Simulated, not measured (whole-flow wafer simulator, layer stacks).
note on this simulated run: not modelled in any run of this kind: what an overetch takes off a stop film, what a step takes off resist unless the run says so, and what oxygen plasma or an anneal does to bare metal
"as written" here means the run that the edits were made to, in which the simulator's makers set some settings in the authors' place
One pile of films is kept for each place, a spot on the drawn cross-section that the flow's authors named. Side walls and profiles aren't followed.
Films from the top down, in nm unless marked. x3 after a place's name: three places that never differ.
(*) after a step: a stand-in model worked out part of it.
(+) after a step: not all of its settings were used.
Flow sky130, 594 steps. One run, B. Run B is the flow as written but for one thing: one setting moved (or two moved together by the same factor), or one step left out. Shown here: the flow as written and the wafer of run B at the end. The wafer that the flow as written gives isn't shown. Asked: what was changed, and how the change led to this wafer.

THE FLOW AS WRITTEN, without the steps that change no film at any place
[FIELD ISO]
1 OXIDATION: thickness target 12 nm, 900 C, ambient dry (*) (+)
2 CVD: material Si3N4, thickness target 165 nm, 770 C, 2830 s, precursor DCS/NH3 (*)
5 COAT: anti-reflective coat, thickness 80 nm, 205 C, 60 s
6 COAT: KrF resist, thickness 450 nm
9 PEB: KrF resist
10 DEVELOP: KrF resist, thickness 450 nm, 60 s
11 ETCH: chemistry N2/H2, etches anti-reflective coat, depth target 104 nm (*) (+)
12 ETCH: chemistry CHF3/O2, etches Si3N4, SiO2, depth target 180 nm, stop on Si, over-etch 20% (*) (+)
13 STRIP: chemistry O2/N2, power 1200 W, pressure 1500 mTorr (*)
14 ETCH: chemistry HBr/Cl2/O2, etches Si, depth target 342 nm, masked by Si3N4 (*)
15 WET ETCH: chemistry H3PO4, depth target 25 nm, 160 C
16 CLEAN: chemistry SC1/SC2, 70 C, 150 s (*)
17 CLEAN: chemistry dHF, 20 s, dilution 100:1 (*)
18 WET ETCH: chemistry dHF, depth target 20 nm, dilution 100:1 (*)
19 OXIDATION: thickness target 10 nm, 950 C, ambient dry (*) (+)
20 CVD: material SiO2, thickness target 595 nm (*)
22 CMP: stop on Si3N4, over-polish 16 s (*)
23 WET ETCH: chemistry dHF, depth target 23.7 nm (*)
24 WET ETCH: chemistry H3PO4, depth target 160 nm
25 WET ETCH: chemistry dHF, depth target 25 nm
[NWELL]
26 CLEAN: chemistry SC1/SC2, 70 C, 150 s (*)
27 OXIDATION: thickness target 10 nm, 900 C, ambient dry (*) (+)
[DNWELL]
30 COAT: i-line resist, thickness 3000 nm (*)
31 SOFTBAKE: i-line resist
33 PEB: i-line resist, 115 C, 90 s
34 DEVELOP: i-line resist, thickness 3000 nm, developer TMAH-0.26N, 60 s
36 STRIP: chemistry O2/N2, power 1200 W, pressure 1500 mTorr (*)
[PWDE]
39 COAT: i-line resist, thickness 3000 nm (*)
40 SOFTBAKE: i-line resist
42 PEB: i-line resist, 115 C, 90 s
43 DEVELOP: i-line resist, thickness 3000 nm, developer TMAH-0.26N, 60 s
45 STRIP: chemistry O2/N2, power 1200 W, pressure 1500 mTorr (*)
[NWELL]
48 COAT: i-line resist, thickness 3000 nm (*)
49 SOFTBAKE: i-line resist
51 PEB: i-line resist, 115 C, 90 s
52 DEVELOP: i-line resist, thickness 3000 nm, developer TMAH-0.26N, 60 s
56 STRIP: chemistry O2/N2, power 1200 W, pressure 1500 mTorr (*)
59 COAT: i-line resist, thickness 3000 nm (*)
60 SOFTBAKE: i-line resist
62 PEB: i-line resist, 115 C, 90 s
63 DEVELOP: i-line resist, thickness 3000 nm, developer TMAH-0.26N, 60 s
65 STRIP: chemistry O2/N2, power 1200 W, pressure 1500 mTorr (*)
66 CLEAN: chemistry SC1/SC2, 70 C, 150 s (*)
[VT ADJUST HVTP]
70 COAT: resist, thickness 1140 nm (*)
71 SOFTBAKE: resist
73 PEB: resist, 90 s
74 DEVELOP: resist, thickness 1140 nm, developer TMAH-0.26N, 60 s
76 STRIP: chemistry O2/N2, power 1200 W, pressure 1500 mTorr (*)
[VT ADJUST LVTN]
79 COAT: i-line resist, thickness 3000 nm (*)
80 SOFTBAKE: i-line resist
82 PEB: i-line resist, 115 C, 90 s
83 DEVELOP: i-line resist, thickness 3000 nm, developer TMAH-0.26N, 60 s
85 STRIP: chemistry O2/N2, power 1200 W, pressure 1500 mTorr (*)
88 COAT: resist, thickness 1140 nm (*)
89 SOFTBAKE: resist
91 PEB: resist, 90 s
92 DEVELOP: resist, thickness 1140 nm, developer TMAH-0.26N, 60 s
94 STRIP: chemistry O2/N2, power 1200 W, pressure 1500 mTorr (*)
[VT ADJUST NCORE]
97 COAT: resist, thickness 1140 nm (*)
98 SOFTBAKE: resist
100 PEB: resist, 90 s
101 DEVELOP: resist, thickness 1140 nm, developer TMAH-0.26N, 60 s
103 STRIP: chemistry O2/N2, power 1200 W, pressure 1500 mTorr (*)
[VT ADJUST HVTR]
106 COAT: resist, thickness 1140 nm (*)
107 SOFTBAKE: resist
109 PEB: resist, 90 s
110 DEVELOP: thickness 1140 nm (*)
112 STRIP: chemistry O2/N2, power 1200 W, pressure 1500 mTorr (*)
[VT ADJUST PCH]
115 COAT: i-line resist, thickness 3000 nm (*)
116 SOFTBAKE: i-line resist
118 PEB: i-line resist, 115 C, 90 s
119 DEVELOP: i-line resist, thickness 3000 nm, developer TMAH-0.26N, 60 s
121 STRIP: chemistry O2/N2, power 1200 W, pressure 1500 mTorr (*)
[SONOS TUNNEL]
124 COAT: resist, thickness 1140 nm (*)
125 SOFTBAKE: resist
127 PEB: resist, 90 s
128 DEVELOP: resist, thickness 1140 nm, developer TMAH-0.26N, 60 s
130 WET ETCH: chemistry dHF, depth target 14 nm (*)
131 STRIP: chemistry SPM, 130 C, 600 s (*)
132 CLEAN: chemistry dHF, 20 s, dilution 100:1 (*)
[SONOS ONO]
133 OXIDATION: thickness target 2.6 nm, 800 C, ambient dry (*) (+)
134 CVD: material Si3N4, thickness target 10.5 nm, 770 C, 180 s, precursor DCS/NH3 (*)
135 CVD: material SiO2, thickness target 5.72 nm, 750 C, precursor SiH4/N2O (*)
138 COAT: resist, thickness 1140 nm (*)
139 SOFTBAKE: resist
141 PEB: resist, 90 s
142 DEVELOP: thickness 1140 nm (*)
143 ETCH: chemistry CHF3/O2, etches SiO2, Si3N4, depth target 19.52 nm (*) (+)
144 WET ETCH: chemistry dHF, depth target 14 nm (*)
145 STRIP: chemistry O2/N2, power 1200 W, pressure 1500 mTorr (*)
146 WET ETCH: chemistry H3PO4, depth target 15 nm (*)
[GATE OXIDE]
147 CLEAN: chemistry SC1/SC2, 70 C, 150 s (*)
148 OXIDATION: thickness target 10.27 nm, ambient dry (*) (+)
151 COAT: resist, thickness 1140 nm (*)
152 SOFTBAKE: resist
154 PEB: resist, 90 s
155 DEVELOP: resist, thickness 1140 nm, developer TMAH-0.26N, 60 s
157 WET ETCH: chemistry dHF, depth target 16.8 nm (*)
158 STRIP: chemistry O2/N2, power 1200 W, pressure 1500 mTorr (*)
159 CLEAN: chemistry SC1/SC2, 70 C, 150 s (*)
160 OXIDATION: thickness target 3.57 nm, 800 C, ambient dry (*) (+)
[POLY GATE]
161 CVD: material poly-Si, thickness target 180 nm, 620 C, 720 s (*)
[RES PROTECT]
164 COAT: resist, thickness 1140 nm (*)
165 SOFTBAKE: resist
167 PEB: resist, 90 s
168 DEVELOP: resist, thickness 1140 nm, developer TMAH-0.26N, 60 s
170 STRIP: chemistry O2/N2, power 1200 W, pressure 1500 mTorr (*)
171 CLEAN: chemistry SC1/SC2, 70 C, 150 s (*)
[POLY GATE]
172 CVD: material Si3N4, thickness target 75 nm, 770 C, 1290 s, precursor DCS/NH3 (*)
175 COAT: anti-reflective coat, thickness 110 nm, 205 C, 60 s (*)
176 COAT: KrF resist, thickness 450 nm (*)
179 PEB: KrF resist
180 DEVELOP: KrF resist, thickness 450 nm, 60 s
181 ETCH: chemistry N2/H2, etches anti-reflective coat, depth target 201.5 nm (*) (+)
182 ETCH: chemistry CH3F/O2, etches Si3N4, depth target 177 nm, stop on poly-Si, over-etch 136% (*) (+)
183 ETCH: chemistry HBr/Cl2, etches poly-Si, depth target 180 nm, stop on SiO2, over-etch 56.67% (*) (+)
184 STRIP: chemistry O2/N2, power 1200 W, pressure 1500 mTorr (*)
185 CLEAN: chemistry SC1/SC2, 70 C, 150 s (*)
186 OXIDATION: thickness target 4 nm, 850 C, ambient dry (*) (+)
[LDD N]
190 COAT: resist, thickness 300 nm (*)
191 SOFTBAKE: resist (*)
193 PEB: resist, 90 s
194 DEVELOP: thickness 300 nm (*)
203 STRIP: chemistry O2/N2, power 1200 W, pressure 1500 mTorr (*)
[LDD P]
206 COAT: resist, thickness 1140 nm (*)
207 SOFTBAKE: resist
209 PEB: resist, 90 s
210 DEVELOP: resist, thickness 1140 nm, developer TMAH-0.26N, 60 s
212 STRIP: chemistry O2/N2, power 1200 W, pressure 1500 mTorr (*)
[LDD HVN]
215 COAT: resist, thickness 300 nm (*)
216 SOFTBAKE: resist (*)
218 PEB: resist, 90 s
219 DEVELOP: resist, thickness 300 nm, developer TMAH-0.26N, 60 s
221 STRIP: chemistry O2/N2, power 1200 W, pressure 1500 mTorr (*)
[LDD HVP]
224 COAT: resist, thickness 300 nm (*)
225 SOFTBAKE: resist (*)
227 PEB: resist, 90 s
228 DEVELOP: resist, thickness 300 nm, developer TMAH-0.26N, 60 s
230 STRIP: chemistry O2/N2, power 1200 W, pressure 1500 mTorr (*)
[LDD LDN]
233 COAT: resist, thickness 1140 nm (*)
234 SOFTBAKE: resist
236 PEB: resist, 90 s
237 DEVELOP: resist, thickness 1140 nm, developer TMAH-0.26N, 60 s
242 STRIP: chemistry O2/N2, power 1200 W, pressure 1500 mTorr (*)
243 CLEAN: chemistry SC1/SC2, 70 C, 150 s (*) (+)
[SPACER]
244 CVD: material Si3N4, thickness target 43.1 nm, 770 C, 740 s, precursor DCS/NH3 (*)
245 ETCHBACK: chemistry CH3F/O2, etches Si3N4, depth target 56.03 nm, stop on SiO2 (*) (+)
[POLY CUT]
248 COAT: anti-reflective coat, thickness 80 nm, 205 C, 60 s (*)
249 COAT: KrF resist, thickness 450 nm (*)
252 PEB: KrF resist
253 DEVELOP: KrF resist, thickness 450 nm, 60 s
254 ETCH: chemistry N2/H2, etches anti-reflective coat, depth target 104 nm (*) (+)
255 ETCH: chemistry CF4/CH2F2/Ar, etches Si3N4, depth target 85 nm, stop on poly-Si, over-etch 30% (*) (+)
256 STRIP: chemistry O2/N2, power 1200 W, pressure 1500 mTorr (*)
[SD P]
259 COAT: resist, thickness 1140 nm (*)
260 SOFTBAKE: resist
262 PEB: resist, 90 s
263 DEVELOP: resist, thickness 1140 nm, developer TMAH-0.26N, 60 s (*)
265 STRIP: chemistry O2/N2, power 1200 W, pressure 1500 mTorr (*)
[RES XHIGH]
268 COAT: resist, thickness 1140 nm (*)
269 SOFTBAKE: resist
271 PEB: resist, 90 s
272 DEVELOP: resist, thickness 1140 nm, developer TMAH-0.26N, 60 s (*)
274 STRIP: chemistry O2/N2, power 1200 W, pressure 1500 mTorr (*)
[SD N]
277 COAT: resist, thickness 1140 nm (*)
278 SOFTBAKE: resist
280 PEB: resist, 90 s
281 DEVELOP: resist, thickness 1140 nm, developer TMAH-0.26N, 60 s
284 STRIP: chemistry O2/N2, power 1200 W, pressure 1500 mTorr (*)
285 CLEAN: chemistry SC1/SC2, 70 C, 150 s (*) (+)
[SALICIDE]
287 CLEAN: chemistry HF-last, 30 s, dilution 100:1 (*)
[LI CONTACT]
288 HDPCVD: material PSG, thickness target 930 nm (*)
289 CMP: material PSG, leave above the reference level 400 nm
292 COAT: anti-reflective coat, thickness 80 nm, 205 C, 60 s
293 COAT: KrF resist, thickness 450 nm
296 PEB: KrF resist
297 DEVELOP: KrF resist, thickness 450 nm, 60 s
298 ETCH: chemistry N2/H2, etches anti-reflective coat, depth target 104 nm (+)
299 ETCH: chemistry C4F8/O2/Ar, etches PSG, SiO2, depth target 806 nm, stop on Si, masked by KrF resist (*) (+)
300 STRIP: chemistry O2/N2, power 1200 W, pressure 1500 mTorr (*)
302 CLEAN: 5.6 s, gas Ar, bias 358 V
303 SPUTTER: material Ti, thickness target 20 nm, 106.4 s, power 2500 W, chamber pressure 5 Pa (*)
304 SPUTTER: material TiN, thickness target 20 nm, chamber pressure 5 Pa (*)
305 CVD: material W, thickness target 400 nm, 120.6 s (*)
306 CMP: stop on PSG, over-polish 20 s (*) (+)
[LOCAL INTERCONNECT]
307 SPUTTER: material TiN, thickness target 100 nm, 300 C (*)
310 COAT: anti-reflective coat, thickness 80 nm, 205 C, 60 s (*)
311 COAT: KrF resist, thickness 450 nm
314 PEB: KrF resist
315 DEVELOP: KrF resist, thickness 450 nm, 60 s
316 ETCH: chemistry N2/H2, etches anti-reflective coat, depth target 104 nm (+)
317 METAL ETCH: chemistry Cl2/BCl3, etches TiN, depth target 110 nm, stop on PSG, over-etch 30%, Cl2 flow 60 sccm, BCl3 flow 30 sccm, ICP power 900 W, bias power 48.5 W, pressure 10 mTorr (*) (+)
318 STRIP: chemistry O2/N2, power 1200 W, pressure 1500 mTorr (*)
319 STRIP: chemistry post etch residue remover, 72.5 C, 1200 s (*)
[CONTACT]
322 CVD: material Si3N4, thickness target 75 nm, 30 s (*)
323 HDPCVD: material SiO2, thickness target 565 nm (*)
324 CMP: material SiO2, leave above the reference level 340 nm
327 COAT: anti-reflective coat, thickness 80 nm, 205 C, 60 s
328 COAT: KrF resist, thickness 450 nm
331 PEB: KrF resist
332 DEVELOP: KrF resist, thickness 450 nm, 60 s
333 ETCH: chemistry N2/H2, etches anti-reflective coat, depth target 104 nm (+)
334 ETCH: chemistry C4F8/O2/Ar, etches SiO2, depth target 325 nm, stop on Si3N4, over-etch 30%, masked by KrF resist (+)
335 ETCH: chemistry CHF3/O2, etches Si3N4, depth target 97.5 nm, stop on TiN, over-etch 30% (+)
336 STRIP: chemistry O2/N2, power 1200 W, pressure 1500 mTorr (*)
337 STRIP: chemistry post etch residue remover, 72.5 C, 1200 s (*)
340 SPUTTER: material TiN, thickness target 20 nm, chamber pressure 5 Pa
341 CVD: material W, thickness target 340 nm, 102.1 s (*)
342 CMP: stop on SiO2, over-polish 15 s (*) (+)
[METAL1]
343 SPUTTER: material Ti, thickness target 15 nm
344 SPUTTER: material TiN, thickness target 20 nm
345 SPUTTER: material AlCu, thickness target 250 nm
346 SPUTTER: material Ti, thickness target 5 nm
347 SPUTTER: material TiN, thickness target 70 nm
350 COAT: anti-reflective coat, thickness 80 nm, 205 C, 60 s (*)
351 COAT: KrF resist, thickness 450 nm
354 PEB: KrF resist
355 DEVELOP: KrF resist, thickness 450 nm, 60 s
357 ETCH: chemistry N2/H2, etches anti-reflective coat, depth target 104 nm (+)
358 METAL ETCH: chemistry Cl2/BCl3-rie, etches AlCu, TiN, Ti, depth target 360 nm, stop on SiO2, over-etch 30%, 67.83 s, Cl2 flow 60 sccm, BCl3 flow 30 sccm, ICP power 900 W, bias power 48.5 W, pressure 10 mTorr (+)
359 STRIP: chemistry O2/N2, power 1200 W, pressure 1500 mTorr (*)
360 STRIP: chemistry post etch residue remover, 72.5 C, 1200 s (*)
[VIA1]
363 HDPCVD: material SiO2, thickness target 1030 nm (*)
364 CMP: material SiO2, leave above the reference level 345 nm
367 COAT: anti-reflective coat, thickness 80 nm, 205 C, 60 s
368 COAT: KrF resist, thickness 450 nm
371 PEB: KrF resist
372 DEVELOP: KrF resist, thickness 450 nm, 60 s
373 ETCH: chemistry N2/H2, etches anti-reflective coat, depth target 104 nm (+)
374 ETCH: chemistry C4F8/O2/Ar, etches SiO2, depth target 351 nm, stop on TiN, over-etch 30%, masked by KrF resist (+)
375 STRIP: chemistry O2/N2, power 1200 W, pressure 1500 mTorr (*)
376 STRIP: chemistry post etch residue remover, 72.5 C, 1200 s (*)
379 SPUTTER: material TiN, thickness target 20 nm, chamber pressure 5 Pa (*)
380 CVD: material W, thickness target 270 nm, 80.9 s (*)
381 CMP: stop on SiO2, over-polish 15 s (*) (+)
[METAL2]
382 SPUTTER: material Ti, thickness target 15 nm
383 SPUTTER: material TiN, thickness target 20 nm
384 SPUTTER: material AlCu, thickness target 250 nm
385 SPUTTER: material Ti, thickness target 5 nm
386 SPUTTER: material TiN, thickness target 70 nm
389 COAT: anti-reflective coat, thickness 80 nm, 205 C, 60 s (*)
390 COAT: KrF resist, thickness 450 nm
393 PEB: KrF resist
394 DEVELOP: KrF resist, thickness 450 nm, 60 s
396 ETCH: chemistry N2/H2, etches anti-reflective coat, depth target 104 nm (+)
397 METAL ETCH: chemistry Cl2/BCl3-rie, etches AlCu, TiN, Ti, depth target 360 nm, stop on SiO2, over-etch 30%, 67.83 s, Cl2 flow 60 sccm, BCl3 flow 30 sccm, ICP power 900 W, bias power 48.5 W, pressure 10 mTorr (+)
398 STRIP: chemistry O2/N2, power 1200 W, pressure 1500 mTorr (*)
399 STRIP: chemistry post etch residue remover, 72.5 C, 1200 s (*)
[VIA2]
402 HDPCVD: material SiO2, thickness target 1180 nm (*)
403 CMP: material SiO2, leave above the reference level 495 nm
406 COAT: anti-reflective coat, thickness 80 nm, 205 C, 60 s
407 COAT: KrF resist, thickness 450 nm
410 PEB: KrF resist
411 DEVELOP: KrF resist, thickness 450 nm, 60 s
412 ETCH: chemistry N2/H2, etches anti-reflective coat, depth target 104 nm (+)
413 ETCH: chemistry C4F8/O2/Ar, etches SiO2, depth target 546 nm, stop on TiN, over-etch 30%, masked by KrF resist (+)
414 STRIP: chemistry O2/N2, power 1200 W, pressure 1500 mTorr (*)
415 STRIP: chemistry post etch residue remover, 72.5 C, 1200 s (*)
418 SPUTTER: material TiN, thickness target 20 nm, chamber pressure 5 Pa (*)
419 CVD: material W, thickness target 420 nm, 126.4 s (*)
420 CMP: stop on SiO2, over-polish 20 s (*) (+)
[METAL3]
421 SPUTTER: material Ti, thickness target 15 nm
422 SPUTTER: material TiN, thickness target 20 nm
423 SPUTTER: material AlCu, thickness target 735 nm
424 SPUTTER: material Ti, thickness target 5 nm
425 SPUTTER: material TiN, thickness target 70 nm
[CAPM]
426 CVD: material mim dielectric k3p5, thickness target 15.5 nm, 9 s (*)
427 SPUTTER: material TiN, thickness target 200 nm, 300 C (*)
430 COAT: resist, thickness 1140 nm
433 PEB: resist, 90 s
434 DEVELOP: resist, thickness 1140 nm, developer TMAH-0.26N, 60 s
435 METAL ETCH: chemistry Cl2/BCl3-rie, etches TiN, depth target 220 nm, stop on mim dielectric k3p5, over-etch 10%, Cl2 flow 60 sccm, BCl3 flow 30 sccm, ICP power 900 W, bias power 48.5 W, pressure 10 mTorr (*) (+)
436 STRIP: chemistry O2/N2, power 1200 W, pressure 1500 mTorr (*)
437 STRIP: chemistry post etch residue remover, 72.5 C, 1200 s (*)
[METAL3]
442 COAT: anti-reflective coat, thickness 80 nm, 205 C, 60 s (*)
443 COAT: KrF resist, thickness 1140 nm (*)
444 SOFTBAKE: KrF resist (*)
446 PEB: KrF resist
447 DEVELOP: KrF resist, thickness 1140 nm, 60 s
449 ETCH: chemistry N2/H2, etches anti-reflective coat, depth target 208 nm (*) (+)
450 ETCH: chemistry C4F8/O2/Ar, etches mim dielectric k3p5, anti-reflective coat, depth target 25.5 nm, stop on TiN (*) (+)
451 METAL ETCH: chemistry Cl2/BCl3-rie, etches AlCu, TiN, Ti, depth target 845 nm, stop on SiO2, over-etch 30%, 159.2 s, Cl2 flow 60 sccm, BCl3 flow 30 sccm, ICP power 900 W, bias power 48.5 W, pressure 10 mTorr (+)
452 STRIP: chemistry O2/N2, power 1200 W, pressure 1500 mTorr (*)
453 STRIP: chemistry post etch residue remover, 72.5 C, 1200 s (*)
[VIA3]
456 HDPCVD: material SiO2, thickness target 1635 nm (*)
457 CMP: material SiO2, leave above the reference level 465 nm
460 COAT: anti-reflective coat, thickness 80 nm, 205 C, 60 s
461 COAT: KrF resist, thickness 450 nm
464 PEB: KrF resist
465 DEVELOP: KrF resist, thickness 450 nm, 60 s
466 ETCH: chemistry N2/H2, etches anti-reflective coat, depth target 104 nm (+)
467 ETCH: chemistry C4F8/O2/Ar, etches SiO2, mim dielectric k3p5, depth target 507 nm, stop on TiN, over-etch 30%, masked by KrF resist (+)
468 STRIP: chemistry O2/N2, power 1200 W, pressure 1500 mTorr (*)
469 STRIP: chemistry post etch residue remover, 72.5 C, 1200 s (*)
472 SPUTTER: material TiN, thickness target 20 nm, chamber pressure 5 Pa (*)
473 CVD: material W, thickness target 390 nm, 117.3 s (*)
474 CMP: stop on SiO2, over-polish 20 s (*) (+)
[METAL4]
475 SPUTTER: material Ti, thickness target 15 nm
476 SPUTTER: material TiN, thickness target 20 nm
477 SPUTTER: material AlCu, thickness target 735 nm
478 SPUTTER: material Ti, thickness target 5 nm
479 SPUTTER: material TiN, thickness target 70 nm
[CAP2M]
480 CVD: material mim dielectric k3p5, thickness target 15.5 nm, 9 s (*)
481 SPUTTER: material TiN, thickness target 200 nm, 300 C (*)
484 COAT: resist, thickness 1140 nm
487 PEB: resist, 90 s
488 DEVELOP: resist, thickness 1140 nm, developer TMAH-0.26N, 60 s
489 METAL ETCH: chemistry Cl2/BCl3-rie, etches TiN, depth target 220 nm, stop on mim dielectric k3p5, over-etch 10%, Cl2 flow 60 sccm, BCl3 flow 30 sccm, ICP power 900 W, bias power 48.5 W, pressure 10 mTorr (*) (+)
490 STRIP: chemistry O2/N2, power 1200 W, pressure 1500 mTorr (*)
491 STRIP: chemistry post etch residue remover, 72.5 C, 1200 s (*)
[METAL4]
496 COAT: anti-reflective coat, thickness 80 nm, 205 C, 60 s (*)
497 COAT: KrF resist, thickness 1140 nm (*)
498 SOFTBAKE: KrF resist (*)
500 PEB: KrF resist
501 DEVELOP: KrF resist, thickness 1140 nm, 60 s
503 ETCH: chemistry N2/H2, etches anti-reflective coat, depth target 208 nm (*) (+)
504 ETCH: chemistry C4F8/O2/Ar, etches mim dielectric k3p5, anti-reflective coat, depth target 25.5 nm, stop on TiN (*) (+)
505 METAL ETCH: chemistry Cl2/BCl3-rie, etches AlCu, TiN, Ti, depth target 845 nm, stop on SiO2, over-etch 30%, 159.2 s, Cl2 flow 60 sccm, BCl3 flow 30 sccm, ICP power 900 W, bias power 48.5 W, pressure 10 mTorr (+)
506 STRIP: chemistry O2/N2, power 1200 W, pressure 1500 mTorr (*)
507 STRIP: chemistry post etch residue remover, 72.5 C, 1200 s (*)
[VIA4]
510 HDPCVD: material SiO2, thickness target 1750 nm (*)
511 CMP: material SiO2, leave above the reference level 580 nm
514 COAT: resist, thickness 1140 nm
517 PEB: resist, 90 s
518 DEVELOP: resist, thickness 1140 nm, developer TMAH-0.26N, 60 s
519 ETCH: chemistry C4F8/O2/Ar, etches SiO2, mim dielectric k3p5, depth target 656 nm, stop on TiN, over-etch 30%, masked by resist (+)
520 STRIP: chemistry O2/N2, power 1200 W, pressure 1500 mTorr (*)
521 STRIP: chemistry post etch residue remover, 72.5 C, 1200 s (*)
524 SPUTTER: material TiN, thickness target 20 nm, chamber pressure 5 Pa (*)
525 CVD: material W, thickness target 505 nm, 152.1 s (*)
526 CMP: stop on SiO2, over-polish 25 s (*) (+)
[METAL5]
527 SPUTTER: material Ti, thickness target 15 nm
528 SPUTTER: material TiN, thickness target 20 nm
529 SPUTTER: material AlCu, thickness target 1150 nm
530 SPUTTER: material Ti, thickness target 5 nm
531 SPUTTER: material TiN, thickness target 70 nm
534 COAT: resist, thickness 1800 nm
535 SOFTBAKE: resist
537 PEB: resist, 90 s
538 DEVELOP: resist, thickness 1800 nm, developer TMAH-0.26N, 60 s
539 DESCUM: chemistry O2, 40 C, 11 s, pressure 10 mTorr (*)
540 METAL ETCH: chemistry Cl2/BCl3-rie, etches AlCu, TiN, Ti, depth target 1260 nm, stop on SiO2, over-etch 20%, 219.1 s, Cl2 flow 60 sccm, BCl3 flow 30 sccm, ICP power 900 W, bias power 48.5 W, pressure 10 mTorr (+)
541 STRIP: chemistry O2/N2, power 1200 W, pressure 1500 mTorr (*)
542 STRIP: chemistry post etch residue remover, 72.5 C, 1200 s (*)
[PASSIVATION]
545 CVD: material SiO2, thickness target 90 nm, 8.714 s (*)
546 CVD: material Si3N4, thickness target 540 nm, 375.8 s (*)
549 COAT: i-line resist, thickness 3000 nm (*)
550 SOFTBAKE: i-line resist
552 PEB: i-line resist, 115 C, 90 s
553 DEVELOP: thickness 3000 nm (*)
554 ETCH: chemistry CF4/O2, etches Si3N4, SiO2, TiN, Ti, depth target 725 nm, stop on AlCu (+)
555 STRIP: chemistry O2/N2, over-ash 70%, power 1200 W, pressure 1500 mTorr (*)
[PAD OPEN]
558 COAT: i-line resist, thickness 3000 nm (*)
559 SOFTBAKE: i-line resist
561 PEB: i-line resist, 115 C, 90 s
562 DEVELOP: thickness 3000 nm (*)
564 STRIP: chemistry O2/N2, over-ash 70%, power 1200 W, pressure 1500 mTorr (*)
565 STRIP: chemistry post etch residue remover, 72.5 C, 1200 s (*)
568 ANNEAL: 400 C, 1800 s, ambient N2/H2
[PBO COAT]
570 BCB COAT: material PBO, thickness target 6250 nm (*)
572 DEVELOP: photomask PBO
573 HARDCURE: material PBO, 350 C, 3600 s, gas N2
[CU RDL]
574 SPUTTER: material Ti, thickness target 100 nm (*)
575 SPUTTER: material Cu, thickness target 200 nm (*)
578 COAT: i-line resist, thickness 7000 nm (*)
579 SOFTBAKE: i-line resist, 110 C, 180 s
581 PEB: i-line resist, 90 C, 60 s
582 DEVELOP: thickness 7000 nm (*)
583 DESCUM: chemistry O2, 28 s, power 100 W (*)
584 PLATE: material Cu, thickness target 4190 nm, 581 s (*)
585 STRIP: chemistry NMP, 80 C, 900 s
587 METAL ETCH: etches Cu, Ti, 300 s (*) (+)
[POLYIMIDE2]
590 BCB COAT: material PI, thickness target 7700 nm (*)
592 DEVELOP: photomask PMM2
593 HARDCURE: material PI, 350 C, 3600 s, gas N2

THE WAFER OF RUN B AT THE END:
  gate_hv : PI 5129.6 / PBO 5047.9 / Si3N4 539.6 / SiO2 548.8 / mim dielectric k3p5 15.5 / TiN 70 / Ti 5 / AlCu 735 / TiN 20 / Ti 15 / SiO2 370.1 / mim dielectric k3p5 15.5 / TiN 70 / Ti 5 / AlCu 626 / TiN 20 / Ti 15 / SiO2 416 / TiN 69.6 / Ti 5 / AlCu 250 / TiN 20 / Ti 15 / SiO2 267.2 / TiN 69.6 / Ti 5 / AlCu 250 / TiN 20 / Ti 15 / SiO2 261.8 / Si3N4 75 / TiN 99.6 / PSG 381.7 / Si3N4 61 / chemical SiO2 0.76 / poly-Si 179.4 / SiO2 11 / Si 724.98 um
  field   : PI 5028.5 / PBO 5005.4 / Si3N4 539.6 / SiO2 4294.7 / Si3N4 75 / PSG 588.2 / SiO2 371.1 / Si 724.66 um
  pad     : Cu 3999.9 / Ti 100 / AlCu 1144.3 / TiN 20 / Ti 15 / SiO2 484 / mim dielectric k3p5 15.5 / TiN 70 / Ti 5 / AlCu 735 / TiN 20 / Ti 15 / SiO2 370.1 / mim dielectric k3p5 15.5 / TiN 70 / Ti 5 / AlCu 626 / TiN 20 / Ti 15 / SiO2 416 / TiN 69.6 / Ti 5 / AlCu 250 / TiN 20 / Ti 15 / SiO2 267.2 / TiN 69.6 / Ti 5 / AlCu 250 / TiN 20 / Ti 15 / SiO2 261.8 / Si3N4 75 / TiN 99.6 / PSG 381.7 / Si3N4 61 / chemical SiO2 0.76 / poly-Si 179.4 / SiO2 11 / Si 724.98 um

The cause: step 423, SPUTTER: thickness target 626 nm was run, where the flow has thickness target 735 nm.
It can be read off the wafer: gate_hv has AlCu 626, and step 423 as written asks for 735 nm.

How the change led to this, step by step:
  423 SPUTTER: material AlCu, thickness target 735 nm
      field, active, n_well and 188 more: AlCu +626 (new film) (as written it would be: AlCu +735 (new film))
  451 METAL ETCH: chemistry Cl2/BCl3-rie, etches AlCu, TiN, Ti, depth target 845 nm, stop on SiO2, over-etch 30%, 159.2 s, Cl2 flow 60 sccm, BCl3 flow 30 sccm, ICP power 900 W, bias power 48.5 W, pressure 10 mTorr (+)
      field, active, gate and 66 more: TiN -70 (all of it), Ti -5 (all of it), AlCu -626 (all of it), TiN -20 (all of it), Ti -15 (all of it), SiO2 -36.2 (as written it would be: TiN -70 (all of it), Ti -5 (all of it), AlCu -735 (all of it), TiN -20 (all of it), Ti -15 (all of it), SiO2 -25.4)
      vpp_ln, vpp_iso2, ndiff_ln and 10 more: TiN -70 (all of it), Ti -5 (all of it), AlCu -626 (all of it), TiN -20 (all of it), Ti -15 (all of it), SiO2 -36.2 (as written it would be: TiN -70 (all of it), Ti -5 (all of it), AlCu -735 (all of it), TiN -20 (all of it), Ti -15 (all of it), SiO2 -25.3)
      (and at 3 more places)
  457 CMP: material SiO2, leave above the reference level 465 nm
      field, active, gate and 82 more: SiO2 -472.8 (as written it would be: SiO2 -374.7)
